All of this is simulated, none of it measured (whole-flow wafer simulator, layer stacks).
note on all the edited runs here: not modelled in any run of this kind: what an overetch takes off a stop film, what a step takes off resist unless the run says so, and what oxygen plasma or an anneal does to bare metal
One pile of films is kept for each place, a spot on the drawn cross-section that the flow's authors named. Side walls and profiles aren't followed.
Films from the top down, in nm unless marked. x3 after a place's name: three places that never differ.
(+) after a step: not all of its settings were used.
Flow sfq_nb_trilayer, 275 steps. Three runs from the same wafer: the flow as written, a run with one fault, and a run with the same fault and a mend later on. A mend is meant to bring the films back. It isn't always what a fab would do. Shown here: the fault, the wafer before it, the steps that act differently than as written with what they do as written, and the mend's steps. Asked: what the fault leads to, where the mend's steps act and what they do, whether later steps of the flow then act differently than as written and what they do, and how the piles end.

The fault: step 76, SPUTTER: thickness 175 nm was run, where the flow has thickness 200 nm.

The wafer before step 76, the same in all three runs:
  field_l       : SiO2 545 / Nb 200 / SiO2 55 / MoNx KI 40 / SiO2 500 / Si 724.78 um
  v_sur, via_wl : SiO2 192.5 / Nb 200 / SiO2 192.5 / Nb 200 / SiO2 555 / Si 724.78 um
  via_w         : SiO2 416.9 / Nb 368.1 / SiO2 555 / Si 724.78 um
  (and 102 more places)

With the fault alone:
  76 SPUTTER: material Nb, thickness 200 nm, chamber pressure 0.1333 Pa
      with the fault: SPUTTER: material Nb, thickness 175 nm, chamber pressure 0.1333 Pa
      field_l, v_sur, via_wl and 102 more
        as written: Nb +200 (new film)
        with the fault: Nb +175 (new film)
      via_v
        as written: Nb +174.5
        with the fault: Nb +153.1
  Later steps of the flow that act differently than as written (8 more steps differ only slightly, by at most 2% or 0.5 nm, whichever is larger, and aren't shown):
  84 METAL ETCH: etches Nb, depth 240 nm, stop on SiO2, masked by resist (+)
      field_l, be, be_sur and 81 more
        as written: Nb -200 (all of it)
        with the fault: Nb -175 (all of it)
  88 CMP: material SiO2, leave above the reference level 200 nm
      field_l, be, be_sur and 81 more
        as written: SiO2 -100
        with the fault: SiO2 -125
  At the end the piles differ from the flow's by more than 2% or 0.5 nm, whichever is larger, at v_sur, via_wl, via_w and 29 more.
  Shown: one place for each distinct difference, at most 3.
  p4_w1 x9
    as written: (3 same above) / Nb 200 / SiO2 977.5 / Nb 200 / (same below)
    with the fault: (3 same above) / Nb 200 / SiO2 952.5 / Nb 200 / (same below)
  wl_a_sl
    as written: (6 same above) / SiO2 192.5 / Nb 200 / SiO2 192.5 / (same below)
    with the fault: (6 same above) / SiO2 192.5 / Nb 175 / SiO2 192.5 / (same below)
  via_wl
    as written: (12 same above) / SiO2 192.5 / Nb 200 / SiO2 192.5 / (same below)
    with the fault: (12 same above) / SiO2 192.5 / Nb 175 / SiO2 192.5 / (same below)

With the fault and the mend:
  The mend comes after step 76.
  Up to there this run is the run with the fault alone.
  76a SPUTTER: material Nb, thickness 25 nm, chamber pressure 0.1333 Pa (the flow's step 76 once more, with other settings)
      field_l, v_sur, via_wl and 102 more
        Nb +25
      via_v
        Nb +19.3
  No later step of the flow acts differently than as written, at any place that is followed, by more than 2% or 0.5 nm, whichever is larger.
  At the end the piles differ from the flow's only slightly at the places that both follow, by at most 2% or 0.5 nm, whichever is larger.
